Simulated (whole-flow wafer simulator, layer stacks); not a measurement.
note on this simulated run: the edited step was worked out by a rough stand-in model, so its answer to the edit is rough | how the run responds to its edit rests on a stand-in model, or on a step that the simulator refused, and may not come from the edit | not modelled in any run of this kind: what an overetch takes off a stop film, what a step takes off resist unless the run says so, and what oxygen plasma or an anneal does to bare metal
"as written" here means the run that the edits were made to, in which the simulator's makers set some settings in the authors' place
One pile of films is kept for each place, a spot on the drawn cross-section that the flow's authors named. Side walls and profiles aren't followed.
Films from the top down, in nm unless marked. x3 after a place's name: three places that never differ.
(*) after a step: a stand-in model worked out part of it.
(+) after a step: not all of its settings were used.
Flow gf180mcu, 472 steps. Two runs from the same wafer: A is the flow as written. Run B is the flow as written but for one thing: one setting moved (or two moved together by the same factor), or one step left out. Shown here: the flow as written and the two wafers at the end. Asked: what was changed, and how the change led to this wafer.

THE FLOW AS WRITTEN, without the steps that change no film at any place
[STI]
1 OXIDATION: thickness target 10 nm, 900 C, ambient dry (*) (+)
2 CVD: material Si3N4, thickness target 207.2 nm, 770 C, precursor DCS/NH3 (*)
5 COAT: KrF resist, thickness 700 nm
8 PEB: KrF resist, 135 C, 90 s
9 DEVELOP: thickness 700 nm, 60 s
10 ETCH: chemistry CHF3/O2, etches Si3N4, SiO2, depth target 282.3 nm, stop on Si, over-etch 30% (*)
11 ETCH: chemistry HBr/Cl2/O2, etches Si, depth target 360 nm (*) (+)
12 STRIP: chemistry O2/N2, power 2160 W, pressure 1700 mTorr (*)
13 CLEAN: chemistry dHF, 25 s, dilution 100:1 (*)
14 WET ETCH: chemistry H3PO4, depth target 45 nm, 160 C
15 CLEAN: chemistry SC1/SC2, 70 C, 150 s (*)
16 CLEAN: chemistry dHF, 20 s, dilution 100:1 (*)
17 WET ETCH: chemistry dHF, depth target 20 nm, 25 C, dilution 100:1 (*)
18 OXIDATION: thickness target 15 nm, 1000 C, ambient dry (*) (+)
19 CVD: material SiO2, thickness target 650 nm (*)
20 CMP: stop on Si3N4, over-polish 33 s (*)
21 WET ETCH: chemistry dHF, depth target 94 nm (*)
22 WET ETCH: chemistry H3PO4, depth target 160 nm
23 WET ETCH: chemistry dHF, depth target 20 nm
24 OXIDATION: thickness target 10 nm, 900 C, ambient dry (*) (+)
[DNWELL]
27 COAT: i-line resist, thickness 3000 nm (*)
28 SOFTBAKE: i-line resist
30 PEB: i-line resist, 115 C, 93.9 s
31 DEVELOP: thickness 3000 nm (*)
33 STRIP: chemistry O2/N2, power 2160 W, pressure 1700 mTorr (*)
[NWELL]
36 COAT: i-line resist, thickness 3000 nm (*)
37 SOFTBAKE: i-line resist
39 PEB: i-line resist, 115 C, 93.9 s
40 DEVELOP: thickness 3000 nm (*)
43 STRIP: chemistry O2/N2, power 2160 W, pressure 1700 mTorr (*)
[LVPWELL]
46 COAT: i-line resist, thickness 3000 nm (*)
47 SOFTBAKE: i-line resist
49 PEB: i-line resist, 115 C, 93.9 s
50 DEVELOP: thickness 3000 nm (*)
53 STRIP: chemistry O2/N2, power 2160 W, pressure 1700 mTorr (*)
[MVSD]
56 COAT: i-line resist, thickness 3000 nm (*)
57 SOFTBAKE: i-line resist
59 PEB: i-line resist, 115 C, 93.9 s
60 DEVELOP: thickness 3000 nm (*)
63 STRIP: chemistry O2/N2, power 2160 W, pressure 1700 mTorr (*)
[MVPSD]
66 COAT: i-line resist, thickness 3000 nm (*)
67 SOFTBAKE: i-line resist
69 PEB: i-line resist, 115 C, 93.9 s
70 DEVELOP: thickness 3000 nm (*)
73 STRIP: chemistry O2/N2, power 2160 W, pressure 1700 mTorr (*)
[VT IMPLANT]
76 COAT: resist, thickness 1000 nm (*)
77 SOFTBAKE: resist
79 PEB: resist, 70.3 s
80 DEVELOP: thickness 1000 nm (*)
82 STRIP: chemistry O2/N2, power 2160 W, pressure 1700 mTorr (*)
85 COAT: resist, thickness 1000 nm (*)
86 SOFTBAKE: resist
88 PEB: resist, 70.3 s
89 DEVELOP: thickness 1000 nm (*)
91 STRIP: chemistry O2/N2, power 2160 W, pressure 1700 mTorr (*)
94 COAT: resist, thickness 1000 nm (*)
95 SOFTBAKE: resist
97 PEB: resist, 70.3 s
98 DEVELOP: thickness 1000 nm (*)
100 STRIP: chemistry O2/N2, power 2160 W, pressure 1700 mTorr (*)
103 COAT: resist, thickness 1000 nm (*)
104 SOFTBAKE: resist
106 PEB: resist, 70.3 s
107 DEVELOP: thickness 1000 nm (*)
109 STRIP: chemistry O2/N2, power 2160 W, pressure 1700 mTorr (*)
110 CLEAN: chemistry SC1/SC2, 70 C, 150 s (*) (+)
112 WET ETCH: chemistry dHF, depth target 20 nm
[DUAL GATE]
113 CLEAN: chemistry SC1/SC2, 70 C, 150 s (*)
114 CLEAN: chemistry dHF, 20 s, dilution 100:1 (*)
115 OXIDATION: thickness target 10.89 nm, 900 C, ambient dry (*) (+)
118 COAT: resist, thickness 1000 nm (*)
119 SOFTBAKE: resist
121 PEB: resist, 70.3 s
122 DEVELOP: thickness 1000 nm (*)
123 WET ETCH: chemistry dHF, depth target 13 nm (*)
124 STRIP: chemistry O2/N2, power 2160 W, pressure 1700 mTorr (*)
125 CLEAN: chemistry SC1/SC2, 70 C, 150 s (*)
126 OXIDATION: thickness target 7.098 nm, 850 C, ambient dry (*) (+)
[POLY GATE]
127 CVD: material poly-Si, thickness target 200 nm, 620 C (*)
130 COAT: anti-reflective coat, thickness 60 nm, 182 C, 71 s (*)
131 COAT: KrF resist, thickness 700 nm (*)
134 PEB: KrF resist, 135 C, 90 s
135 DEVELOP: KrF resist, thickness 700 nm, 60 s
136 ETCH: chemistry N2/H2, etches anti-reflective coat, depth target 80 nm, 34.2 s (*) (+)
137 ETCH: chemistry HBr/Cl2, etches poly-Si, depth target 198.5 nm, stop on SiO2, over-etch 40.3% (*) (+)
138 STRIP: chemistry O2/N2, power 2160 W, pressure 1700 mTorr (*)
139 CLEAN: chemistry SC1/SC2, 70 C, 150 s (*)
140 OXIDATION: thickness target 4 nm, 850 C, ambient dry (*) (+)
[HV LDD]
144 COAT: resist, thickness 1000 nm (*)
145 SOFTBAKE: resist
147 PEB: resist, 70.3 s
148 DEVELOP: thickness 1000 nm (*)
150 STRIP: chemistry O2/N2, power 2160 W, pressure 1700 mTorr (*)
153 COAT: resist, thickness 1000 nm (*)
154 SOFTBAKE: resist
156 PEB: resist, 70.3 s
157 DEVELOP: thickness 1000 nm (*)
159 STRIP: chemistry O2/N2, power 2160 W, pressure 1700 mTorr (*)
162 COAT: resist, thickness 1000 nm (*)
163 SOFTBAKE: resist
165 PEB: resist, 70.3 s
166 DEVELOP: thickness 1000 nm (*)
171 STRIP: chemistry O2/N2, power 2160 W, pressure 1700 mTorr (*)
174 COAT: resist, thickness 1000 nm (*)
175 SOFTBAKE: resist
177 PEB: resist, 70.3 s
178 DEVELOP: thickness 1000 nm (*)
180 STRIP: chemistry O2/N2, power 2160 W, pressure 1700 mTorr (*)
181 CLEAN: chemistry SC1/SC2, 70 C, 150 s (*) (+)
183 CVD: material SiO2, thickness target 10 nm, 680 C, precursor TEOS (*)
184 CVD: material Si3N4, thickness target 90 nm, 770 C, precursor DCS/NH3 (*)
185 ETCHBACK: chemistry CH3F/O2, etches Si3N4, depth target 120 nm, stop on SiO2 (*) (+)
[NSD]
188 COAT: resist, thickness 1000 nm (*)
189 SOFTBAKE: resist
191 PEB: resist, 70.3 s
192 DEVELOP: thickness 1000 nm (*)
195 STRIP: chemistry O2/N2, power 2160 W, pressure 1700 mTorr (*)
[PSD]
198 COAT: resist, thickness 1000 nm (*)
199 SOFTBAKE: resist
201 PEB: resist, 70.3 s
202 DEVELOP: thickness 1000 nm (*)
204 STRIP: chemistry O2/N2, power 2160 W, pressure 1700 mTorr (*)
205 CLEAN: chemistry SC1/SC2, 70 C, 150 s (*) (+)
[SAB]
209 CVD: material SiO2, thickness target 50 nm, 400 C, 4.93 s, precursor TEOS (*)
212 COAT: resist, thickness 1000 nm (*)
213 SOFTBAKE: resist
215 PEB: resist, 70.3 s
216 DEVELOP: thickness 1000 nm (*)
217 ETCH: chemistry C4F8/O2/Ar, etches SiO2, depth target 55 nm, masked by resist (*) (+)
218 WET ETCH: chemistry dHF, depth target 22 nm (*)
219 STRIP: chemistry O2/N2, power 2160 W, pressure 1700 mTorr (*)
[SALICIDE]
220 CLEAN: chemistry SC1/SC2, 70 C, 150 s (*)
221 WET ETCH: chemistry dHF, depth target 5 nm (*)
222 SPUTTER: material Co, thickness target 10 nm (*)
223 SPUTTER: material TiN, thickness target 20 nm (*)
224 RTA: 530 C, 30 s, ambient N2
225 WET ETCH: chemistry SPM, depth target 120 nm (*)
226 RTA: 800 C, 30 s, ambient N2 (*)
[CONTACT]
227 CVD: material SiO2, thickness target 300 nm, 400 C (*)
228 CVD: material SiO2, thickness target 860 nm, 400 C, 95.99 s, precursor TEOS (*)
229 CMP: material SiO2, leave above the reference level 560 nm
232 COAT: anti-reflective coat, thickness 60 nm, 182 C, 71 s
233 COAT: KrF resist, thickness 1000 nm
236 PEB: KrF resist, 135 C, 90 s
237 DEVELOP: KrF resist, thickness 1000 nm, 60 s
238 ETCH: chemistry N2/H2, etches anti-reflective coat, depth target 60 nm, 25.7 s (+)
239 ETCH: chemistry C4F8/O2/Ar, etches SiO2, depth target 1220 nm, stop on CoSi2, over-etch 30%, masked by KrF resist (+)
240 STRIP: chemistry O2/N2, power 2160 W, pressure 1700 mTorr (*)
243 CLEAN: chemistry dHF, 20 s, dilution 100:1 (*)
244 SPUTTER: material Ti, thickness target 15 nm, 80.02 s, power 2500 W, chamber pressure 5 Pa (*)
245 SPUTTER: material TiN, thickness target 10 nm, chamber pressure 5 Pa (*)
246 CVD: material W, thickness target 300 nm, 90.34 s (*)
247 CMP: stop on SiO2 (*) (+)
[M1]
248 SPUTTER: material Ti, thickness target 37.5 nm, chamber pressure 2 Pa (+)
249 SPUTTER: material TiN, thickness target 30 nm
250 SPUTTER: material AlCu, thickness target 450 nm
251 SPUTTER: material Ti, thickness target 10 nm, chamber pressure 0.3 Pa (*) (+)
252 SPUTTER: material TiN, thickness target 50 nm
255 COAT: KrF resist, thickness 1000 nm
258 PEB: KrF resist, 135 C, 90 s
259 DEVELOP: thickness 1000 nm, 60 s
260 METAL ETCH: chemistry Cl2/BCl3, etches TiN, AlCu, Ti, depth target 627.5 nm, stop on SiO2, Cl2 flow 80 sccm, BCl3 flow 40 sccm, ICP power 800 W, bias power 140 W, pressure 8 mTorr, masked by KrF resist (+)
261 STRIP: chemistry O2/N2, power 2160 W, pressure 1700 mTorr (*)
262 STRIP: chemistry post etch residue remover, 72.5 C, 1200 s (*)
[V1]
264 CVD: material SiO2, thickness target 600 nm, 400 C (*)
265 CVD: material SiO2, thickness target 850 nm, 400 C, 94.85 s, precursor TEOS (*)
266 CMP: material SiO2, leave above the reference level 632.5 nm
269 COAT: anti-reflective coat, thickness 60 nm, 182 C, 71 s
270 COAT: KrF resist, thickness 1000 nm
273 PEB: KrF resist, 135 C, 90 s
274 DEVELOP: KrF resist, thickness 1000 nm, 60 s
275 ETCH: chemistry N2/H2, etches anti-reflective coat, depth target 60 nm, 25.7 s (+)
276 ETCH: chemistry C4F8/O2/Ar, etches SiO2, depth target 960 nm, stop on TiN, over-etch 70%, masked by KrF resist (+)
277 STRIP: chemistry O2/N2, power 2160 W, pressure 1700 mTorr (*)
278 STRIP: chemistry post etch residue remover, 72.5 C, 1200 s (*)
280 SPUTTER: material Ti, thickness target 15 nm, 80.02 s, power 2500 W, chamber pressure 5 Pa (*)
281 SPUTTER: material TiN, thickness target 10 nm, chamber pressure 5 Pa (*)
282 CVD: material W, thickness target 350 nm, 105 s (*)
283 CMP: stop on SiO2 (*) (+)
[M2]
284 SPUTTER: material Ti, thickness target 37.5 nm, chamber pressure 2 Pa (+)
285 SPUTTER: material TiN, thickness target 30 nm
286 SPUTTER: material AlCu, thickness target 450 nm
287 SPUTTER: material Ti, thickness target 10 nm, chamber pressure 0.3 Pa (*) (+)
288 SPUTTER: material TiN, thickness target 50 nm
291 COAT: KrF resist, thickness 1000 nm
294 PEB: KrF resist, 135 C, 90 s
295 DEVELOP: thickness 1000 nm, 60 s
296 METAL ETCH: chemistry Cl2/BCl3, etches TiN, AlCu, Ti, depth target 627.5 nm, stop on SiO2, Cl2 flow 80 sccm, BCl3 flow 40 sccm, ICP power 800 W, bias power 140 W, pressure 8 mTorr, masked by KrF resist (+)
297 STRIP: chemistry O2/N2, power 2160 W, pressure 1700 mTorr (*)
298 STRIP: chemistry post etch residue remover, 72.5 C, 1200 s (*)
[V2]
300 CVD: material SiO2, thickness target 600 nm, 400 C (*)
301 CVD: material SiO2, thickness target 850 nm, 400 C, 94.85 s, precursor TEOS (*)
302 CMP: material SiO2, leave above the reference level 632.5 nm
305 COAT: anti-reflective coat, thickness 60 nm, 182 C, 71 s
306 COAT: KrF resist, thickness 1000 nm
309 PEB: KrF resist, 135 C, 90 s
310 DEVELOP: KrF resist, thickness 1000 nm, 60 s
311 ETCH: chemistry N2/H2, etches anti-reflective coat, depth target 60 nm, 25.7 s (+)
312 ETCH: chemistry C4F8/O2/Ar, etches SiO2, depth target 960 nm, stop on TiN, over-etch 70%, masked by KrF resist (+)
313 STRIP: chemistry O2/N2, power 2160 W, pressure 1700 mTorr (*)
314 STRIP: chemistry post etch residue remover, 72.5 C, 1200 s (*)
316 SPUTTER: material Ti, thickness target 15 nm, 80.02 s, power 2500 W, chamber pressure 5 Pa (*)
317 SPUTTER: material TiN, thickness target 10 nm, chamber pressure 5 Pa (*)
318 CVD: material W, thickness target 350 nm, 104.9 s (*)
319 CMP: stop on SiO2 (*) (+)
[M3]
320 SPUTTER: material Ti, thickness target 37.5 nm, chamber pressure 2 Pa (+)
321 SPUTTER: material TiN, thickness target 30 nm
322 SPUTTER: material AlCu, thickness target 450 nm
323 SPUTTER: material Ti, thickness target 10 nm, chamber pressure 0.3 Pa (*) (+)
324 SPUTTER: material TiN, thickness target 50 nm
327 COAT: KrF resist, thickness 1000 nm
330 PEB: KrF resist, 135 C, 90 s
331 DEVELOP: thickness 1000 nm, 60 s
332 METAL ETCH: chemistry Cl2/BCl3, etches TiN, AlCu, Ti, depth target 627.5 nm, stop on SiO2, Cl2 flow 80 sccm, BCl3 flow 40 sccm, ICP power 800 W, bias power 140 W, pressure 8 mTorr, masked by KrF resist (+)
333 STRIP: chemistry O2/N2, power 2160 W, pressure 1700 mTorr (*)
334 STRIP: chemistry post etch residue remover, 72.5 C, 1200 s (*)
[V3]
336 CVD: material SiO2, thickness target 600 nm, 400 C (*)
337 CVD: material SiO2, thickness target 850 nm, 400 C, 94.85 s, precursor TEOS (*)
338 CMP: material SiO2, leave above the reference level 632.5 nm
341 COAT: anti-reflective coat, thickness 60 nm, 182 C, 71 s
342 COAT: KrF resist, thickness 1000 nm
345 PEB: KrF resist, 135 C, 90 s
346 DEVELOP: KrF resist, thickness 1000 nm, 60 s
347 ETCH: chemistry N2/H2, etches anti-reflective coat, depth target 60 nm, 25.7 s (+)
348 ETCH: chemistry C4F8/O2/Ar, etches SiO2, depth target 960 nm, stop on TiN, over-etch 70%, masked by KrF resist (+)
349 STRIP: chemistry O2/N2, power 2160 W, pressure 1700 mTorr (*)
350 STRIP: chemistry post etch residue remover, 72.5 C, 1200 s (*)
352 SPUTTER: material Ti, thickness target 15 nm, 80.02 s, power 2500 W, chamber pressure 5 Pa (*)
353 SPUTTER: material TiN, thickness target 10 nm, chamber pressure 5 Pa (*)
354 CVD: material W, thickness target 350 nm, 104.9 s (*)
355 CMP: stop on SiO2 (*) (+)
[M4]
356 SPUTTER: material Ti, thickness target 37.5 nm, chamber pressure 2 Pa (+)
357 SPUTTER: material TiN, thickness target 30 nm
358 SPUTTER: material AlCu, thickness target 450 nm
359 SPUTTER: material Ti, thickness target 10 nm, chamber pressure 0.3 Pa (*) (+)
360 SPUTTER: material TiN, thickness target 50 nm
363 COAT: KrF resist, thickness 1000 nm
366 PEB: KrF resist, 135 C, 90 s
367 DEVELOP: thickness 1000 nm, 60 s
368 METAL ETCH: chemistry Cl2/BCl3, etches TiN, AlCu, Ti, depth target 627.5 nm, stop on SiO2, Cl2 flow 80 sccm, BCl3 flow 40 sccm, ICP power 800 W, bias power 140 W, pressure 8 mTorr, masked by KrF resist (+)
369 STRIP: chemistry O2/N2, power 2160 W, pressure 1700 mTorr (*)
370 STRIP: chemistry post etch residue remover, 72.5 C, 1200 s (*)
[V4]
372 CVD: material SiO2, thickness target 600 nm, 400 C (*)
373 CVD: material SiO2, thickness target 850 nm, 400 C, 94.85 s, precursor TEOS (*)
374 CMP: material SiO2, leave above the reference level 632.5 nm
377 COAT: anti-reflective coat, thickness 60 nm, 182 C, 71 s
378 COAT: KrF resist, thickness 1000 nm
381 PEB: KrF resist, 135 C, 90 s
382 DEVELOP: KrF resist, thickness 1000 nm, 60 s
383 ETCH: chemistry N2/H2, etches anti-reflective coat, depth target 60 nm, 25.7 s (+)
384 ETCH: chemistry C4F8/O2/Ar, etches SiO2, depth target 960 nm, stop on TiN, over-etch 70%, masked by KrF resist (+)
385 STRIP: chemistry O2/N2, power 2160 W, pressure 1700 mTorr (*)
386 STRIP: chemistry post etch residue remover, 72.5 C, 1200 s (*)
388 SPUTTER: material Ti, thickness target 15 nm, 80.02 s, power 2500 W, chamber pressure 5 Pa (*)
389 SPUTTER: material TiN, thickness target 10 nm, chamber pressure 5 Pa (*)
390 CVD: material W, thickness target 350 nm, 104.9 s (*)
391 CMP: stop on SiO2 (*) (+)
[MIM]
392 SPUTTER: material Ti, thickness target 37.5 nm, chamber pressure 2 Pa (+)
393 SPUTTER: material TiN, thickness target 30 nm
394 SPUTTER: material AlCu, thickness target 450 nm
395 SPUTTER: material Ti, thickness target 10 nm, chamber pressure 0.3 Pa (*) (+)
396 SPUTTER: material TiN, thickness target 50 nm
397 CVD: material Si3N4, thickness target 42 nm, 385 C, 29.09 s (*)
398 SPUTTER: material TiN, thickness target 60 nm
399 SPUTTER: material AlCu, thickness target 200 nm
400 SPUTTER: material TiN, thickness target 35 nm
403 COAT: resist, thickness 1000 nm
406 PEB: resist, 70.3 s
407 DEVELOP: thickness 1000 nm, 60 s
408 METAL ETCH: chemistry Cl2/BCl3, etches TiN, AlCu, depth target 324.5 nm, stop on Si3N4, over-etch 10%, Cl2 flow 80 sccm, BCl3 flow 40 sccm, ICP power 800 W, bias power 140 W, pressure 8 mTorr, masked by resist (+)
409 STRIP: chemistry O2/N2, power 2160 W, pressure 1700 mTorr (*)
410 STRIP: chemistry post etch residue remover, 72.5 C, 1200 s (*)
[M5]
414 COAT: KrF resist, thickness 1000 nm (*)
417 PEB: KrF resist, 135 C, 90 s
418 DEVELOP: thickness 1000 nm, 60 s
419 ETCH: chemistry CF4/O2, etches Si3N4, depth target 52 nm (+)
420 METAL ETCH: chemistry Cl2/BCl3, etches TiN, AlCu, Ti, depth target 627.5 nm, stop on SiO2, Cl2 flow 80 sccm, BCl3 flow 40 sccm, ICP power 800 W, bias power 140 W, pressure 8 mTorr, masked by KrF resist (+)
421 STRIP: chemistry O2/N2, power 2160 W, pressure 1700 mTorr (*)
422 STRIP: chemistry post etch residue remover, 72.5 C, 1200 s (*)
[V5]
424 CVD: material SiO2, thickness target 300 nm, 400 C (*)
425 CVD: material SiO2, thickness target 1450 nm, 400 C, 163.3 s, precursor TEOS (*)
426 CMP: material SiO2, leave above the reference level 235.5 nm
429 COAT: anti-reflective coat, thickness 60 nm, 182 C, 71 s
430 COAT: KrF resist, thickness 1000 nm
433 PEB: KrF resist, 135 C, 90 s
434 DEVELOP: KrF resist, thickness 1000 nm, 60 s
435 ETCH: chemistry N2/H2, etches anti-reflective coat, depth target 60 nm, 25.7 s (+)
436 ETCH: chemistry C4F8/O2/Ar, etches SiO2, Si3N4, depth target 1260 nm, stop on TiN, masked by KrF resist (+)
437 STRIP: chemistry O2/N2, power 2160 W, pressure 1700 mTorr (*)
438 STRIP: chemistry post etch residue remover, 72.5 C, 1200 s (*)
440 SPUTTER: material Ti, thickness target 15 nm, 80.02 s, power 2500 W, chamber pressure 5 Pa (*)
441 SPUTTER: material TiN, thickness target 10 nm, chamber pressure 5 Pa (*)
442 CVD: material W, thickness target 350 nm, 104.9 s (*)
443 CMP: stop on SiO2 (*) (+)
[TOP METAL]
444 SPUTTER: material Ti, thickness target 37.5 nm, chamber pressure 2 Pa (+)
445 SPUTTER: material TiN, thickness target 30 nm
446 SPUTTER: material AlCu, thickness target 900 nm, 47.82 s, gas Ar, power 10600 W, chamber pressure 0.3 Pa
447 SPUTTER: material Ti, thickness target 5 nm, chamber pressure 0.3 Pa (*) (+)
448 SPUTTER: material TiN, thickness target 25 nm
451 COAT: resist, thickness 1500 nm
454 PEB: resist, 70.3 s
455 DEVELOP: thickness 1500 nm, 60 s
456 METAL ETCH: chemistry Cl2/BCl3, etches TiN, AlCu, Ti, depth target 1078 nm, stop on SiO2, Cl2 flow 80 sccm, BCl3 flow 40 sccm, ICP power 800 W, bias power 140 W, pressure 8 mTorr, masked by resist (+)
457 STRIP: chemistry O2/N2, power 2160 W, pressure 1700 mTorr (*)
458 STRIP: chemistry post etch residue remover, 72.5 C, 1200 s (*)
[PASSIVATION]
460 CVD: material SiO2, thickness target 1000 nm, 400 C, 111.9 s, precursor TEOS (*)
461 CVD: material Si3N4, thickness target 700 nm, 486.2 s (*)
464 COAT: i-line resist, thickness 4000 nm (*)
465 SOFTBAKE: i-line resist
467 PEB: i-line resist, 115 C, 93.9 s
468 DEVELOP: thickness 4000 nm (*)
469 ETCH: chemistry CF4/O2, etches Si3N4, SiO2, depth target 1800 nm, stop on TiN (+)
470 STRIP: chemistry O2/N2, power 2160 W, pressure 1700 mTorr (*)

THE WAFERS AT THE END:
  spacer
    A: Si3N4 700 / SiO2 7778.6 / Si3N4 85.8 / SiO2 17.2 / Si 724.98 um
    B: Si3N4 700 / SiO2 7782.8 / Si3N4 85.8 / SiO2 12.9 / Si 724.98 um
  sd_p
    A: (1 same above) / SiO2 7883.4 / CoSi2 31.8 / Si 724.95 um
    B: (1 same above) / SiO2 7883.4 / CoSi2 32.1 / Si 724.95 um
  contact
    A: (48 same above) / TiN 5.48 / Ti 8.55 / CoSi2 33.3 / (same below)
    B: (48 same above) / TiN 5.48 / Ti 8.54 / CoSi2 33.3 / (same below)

The cause: step 183, CVD: thickness target 5.75 nm was run, where the flow has thickness target 10 nm.

How the change led to this, step by step:
  183 CVD: material SiO2, thickness target 10 nm, 680 C, precursor TEOS (*)
      field, field__w1, field__w2 and 99 more: A SiO2 +10 | B SiO2 +5.75
      ld_drift_p: A SiO2 +9.87 | B SiO2 +5.68
      (and at 1 more place)
  189 SOFTBAKE: resist
      field: A resist +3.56 | B resist -0.36
      active_hv: A resist +2.68 | B resist -0.53
      (and at 3 more places)
  199 SOFTBAKE: resist
      field: A resist +3.56 | B resist -0.36
      active_hv: A resist +2.68 | B resist -0.53
      (and at 3 more places)
  218 WET ETCH: chemistry dHF, depth target 22 nm (*)
      gate, gate_hv, gate_p and 23 more: A SiO2 -5.48 (all of it) | B SiO2 -1.23 (all of it)
      active, p_well, sd_n, iso_ptap_pw, iso_ntap_nw, iso_ptap_sub, vpnp_e: A SiO2 -9.01 (all of it) | B SiO2 -4.76 (all of it)
      (and at 16 more places)
  229 CMP: material SiO2, leave above the reference level 560 nm
      field__w2: A SiO2 -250 | B SiO2 -244.8
      field__w3: A SiO2 -232.3 | B SiO2 -227.1
      (and at 2 more places)
